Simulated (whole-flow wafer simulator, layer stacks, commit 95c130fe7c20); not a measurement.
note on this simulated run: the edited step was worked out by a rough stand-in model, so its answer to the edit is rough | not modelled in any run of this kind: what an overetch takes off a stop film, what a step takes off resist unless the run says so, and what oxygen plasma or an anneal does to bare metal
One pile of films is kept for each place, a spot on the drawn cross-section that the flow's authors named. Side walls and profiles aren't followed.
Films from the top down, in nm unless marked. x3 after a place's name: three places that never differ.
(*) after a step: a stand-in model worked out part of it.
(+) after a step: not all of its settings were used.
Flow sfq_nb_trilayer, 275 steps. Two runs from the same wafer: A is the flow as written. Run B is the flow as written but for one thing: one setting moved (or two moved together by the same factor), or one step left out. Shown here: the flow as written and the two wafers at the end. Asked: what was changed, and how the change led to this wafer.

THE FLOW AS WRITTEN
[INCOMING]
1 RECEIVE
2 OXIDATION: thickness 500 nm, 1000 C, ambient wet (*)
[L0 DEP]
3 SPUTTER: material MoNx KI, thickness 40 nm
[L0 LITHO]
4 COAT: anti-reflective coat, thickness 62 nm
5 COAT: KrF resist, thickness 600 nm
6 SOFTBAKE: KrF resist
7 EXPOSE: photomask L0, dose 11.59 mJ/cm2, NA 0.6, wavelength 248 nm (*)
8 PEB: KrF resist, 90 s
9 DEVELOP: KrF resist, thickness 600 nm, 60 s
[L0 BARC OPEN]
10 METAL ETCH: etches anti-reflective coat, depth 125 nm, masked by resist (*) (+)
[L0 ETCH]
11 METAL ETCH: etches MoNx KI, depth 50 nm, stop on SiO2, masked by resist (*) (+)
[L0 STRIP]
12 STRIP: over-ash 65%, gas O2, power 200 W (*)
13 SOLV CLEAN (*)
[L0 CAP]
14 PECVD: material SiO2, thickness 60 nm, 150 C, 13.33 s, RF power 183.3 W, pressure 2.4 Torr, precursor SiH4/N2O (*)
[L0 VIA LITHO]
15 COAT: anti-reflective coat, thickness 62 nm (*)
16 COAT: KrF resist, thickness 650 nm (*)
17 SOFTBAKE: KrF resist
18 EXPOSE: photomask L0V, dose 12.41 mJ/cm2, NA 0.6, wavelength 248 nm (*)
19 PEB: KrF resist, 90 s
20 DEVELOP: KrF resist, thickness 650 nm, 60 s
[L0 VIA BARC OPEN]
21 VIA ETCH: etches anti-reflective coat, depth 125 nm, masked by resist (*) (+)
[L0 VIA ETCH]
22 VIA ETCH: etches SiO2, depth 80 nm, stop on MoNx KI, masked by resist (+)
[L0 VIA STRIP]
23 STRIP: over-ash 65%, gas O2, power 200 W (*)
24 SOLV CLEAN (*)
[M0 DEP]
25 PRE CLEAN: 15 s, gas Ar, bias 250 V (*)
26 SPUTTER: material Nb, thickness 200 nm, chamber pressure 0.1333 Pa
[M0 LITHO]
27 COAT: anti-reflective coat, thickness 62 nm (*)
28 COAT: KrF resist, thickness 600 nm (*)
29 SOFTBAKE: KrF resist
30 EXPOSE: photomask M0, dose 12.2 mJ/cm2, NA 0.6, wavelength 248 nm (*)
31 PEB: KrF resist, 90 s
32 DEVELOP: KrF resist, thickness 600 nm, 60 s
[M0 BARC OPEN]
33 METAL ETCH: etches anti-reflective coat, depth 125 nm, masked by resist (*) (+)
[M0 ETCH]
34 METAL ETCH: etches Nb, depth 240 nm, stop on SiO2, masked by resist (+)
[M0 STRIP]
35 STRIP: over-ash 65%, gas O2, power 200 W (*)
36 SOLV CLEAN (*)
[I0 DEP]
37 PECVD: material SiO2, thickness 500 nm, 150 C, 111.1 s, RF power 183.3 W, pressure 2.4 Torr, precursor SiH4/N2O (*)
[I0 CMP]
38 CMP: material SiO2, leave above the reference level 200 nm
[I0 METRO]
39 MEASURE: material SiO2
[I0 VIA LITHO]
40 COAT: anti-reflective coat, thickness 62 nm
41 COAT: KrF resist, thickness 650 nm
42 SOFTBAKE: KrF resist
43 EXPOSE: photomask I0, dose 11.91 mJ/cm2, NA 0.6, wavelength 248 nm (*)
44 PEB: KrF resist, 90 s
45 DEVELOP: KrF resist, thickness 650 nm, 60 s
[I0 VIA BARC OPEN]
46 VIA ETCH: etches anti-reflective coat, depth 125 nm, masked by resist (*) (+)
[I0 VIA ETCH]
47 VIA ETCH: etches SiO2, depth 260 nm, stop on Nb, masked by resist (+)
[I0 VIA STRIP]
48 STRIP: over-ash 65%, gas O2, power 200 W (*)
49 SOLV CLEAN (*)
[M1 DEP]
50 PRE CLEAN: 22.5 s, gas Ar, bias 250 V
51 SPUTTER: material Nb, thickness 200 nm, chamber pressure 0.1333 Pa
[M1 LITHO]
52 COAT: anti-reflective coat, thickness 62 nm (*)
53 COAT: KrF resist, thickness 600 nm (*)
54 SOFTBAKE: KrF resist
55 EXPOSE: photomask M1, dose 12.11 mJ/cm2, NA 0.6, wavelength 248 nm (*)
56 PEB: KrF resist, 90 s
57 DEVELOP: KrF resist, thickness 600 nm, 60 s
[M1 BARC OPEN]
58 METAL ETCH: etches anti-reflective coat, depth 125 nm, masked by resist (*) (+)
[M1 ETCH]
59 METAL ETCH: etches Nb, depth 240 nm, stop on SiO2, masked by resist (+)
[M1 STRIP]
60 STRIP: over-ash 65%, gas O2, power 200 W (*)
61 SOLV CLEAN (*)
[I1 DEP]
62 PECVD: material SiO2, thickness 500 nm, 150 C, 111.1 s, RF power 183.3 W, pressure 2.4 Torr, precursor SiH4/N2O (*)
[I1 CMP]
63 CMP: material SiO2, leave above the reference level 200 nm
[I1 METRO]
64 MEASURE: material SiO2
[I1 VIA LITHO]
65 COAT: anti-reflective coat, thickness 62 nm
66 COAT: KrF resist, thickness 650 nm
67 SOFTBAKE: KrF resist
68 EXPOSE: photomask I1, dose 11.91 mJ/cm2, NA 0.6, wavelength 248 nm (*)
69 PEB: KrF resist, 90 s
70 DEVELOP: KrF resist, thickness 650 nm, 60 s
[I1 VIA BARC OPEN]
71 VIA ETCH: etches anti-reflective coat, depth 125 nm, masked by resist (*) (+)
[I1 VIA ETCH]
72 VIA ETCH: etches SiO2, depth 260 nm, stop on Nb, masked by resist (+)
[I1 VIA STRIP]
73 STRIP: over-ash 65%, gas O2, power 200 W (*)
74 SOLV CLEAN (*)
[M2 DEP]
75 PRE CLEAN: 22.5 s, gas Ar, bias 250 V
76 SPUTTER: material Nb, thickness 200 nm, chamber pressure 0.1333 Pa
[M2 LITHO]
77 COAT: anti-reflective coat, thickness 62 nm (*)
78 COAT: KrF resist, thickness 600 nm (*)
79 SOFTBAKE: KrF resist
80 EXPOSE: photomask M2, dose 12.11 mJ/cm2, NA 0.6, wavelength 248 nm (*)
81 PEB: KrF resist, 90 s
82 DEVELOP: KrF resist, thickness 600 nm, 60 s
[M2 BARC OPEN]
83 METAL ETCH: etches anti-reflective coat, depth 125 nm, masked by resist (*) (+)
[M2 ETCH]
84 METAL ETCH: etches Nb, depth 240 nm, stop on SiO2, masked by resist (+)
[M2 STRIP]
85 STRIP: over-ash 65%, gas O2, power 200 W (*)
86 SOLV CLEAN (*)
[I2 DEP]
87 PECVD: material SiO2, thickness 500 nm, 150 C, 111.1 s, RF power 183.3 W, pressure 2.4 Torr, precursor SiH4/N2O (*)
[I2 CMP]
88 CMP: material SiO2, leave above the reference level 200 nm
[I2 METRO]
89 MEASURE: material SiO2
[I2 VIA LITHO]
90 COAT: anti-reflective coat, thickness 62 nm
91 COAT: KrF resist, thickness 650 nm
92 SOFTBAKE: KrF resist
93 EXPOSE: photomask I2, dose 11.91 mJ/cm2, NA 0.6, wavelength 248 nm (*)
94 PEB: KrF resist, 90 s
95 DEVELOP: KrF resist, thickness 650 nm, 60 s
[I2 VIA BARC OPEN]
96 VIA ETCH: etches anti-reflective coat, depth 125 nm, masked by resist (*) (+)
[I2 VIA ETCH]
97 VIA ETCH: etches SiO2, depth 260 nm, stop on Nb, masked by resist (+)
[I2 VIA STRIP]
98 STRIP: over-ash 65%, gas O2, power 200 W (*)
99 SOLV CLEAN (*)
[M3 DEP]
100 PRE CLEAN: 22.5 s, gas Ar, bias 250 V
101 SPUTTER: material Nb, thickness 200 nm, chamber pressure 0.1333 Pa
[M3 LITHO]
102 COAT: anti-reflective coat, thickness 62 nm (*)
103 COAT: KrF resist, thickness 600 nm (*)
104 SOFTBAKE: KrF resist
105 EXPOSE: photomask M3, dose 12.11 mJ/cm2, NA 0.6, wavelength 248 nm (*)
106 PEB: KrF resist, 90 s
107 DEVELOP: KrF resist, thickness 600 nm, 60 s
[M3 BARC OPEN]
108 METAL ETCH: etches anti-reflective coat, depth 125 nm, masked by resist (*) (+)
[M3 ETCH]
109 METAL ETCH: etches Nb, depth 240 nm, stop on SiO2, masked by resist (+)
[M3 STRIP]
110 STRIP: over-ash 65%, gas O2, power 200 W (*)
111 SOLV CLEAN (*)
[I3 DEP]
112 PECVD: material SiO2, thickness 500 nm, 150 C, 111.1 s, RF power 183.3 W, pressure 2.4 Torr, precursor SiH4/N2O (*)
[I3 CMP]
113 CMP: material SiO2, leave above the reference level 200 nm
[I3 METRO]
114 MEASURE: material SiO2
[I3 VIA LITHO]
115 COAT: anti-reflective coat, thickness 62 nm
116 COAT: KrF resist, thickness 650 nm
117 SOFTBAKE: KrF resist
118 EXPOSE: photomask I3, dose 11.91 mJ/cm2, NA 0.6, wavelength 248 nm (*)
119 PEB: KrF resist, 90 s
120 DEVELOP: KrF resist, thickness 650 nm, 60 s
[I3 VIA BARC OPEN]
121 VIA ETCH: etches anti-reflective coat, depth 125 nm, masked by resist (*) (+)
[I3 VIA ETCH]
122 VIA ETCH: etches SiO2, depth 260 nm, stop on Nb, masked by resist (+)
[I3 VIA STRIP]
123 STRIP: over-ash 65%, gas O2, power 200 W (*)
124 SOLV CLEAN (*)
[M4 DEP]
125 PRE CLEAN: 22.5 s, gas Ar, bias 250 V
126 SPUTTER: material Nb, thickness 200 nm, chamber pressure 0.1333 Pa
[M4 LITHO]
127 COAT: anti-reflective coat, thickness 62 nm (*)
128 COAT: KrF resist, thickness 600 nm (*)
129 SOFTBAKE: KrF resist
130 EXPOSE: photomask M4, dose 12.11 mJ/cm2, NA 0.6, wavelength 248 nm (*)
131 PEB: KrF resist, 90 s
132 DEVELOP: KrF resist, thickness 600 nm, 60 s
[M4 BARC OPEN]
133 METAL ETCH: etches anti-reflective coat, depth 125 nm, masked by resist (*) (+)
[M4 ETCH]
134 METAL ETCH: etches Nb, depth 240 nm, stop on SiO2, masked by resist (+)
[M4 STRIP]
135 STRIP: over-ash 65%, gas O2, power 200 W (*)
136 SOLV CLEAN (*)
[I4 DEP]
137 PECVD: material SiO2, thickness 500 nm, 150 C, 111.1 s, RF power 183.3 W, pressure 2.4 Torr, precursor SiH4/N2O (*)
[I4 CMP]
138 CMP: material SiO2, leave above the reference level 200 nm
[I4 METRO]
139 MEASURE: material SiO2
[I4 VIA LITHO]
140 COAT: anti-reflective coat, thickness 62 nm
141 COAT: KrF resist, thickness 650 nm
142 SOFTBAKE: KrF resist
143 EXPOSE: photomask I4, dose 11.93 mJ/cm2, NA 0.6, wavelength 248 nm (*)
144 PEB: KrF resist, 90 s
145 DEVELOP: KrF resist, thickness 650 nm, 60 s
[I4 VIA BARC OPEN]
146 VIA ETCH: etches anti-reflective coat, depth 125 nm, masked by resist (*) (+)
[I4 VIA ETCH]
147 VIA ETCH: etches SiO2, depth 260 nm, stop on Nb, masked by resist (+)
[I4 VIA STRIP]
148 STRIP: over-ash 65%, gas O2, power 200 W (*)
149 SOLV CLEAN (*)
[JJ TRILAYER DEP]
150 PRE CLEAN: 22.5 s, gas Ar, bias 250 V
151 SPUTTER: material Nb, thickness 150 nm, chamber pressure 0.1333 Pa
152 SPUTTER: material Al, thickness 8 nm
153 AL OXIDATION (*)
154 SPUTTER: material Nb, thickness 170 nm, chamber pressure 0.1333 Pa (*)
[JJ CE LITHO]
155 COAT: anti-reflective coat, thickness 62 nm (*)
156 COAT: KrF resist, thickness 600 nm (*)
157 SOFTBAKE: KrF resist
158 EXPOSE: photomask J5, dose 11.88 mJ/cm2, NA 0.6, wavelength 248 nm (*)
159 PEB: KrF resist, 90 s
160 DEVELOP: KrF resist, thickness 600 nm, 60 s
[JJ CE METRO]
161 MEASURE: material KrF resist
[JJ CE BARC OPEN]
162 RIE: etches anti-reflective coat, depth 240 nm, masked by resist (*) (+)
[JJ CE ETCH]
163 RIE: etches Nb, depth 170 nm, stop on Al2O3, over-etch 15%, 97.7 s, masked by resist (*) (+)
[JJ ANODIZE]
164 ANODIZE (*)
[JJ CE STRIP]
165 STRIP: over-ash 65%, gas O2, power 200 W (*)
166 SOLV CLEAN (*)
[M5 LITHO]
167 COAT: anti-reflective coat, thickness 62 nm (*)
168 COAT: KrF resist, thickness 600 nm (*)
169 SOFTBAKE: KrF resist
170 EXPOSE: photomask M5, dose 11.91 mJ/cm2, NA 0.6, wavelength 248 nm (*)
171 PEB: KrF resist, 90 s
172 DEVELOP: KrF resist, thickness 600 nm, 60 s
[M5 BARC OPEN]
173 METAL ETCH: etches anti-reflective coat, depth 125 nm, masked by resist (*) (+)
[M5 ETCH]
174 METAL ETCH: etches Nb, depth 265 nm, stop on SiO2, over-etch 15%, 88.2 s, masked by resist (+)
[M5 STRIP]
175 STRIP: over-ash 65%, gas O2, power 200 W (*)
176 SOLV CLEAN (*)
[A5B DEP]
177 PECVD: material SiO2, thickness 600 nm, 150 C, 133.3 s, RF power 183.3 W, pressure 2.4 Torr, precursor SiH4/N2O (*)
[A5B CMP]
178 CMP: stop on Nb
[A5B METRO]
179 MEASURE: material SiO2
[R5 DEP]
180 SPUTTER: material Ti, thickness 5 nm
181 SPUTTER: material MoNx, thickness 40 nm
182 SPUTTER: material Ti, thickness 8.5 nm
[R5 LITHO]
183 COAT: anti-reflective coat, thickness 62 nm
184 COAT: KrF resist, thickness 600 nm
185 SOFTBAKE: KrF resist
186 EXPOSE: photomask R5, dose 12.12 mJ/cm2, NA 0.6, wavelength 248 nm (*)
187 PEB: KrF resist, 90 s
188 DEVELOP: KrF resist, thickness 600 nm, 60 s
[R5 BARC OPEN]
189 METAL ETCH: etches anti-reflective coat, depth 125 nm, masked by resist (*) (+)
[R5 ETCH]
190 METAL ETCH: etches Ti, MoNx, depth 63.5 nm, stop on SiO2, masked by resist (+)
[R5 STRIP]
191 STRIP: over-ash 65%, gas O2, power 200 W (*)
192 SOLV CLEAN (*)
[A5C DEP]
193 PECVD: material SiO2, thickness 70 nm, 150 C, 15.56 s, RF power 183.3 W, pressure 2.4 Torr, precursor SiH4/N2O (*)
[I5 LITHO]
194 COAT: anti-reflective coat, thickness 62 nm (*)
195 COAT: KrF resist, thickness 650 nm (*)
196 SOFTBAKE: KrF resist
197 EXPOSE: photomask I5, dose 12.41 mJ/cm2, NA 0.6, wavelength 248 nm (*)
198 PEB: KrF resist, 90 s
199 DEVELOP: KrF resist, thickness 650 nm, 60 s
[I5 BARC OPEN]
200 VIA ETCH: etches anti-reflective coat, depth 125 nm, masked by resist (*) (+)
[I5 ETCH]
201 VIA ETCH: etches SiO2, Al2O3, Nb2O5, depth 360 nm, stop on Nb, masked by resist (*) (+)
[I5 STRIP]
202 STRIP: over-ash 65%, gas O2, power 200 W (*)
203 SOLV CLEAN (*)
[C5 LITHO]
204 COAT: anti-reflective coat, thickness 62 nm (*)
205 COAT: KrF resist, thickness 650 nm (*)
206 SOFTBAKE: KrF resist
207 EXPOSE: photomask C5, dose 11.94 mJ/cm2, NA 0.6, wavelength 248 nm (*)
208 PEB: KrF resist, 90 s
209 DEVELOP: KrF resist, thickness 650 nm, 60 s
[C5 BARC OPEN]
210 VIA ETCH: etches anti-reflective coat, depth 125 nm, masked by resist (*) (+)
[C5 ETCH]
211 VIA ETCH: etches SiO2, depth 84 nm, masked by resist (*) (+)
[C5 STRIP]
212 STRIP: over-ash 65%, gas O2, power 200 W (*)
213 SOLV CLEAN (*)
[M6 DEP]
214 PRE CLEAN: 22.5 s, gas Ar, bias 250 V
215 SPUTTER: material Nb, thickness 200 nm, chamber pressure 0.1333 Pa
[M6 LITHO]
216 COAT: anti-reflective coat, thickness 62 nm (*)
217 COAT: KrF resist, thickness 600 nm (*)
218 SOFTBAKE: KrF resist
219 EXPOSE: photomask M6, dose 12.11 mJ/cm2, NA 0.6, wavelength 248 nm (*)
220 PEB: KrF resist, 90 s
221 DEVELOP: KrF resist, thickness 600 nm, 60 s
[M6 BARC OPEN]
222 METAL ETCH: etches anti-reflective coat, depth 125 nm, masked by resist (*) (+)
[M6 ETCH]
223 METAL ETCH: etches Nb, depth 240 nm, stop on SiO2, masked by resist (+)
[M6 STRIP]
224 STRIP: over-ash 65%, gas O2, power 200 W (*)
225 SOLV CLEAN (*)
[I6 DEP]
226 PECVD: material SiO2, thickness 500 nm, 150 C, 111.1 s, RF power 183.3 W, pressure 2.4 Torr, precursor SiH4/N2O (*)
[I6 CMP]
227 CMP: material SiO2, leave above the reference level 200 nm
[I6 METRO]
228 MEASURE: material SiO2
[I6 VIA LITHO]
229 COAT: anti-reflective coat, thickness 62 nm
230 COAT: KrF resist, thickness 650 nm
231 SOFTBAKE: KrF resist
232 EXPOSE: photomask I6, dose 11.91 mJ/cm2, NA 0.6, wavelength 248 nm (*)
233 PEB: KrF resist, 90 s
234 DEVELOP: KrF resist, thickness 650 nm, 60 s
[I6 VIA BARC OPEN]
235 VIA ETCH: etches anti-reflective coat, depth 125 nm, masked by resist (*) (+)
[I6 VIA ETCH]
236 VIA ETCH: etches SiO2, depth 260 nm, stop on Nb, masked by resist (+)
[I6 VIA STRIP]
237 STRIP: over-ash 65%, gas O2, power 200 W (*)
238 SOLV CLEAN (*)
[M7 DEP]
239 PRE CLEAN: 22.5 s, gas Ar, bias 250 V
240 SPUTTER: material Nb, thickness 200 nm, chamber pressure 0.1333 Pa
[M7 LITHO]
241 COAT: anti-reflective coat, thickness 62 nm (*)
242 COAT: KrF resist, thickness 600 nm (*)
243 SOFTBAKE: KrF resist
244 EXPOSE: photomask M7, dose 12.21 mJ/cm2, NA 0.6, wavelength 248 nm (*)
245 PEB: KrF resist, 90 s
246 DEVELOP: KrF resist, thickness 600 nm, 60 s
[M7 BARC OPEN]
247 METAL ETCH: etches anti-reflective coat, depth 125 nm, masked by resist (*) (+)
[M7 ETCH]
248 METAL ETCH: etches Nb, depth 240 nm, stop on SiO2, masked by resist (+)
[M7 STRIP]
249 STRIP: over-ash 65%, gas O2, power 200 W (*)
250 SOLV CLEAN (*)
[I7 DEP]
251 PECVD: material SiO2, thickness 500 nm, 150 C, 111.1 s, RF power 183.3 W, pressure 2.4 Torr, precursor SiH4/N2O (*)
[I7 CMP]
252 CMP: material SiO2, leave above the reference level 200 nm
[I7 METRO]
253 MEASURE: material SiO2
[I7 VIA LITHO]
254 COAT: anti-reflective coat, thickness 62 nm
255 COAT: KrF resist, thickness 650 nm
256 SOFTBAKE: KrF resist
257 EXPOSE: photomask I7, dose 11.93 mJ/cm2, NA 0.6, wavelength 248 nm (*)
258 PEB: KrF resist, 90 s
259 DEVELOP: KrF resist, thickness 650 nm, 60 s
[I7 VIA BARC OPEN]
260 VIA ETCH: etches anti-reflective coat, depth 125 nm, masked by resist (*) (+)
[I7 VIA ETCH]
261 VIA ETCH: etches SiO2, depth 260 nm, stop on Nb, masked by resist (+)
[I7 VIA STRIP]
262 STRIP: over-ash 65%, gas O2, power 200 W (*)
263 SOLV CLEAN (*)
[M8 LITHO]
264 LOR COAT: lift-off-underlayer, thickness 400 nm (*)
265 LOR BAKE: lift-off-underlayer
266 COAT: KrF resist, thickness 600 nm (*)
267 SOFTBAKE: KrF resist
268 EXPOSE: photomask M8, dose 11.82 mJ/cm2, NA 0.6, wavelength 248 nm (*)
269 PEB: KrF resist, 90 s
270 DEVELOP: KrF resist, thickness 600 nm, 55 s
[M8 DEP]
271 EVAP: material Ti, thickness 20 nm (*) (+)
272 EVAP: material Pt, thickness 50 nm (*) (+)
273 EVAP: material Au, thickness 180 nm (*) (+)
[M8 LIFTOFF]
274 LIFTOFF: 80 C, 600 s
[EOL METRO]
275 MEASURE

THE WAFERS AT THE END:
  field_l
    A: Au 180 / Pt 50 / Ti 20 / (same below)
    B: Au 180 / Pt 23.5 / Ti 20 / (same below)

The cause: step 272, EVAP: thickness 23.5 nm was run, where the flow has thickness 50 nm.
It can be read off the wafer: field_l has Pt 23.5, and step 272 as written asks for 50 nm.

How the change led to this, step by step:
  272 EVAP: material Pt, thickness 50 nm (*) (+)
      field_l, v_sur, via_wl and 103 more: A Pt +50 (new film) | B Pt +23.5 (new film)
  274 LIFTOFF: 80 C, 600 s
      p4_fl, p4_fm, p4_w1 and 71 more: A Au -180 (all of it), Pt -50 (all of it), Ti -20 (all of it), KrF resist -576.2 (all of it), lift-off-underlayer -400 (all of it) | B Au -180 (all of it), Pt -23.5 (all of it), Ti -20 (all of it), KrF resist -576.2 (all of it), lift-off-underlayer -400 (all of it)
      c5j, ce_r: A Au -180 (all of it), Pt -50 (all of it), Ti -20 (all of it), KrF resist -573.3 (all of it), lift-off-underlayer -399.3 (all of it) | B Au -180 (all of it), Pt -23.5 (all of it), Ti -20 (all of it), KrF resist -573.3 (all of it), lift-off-underlayer -399.3 (all of it)
      (and at 19 more places)
